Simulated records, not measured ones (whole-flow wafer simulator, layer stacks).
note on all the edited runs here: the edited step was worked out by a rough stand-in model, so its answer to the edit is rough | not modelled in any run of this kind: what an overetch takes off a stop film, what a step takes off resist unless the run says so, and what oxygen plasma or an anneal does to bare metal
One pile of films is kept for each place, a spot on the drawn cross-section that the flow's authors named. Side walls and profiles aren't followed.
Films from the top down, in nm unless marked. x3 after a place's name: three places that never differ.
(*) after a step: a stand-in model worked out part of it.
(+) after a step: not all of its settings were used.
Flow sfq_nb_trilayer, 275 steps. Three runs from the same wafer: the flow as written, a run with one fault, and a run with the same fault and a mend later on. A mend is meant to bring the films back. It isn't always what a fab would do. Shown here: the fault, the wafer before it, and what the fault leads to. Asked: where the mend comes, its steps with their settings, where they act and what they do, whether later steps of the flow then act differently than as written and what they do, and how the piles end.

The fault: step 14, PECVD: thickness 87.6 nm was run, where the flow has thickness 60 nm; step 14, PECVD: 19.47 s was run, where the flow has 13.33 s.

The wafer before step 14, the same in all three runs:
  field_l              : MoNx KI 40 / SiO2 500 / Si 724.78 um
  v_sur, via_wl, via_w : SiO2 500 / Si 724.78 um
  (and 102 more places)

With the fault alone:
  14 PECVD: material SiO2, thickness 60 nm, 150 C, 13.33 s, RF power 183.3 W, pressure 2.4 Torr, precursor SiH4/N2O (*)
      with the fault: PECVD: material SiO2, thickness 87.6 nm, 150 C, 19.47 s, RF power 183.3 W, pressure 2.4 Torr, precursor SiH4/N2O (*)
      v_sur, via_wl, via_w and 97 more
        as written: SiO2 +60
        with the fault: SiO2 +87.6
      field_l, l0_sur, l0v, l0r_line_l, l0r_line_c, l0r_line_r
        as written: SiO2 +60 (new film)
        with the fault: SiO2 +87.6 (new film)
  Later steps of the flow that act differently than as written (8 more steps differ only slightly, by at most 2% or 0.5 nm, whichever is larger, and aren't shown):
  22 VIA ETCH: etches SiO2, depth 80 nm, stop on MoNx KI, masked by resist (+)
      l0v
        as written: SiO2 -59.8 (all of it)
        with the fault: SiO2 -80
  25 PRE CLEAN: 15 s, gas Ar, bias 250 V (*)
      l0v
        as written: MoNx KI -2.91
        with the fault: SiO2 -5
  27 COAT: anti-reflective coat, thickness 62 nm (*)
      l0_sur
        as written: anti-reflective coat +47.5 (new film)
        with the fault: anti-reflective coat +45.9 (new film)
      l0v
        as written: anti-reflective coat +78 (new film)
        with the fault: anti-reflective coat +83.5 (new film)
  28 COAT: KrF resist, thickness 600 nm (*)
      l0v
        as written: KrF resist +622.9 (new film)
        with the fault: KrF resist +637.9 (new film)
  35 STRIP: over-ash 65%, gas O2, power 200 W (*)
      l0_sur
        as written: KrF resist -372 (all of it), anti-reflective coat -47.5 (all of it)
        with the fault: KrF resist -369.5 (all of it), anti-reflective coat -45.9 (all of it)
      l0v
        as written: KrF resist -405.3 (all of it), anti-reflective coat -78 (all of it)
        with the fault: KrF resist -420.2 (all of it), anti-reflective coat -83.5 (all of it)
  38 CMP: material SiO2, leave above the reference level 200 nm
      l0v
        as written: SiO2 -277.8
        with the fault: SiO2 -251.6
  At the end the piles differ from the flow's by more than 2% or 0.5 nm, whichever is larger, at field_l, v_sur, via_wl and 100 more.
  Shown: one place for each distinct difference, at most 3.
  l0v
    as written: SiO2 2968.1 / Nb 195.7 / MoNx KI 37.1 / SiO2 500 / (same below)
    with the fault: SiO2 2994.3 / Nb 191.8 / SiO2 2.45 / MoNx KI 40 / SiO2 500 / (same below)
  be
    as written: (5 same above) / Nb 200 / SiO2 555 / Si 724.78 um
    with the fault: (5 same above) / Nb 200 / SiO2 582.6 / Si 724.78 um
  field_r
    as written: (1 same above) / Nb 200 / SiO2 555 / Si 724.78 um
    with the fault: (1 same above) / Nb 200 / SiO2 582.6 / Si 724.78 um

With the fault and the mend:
  The mend comes after step 20.
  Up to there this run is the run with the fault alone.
  20a STRIP: over-ash 65%, gas O2, power 200 W (*)
      p4_fl x3, p4_w1 x9, p4_g1 x2 and 59 more
        KrF resist -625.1 (all of it), anti-reflective coat -62 (all of it)
      ce_l, c5j, ce_r, sp_r, be_r, r_sur
        KrF resist -632 (all of it), anti-reflective coat -63.7 (all of it)
      gap, jj_sur, res
        KrF resist -632.1 (all of it), anti-reflective coat -63.7 (all of it)
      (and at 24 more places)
  20b VIA ETCH: etches SiO2, depth 27.6 nm
      field_l, v_sur, via_wl and 103 more
        SiO2 -27.6
  20c COAT: anti-reflective coat, thickness 62 nm (*) (the flow's step 15 once more)
      p4_fl x3, p4_w1 x9, p4_g1 x2 and 59 more
        anti-reflective coat +62 (new film)
      be_sur, gap, jj_sur and 8 more
        anti-reflective coat +63.7 (new film)
      wire, be, moat, field_r
        anti-reflective coat +63.8 (new film)
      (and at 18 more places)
  20d COAT: KrF resist, thickness 650 nm (*) (the flow's step 16 once more)
      p4_fl x3, p4_w1 x9, p4_g1 x2 and 59 more
        KrF resist +650 (new film)
      ce_l, c5j, ce_r, sp_r, be_r
        KrF resist +656.9 (new film)
      gap, jj_sur, r_sur, res
        KrF resist +657 (new film)
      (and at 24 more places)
  20e SOFTBAKE: KrF resist (the flow's step 17 once more)
      changes no film at any place that is followed
  20f EXPOSE: photomask L0V, dose 12.41 mJ/cm2, NA 0.6, wavelength 248 nm (*) (the flow's step 18 once more)
      changes no film at any place that is followed
  20g PEB: KrF resist, 90 s (the flow's step 19 once more)
      p4_fl x3, p4_w1 x9, p4_g1 x2 and 59 more
        KrF resist -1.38
      via_v, wire, be and 15 more
        KrF resist -1.39
      v_sur, via_w, via_wr, via_sp, lsp_m, ln_m6, lsp_r
        KrF resist -1.4
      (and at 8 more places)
  20h DEVELOP: KrF resist, thickness 650 nm, 60 s (the flow's step 20 once more)
      field_l, v_sur, via_wl and 102 more
        KrF resist -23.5
      l0v
        KrF resist -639 (all of it)
  No later step of the flow acts differently than as written, at any place that is followed, by more than 2% or 0.5 nm, whichever is larger.
  At the end the piles are the same as the flow's at every place that both follow.
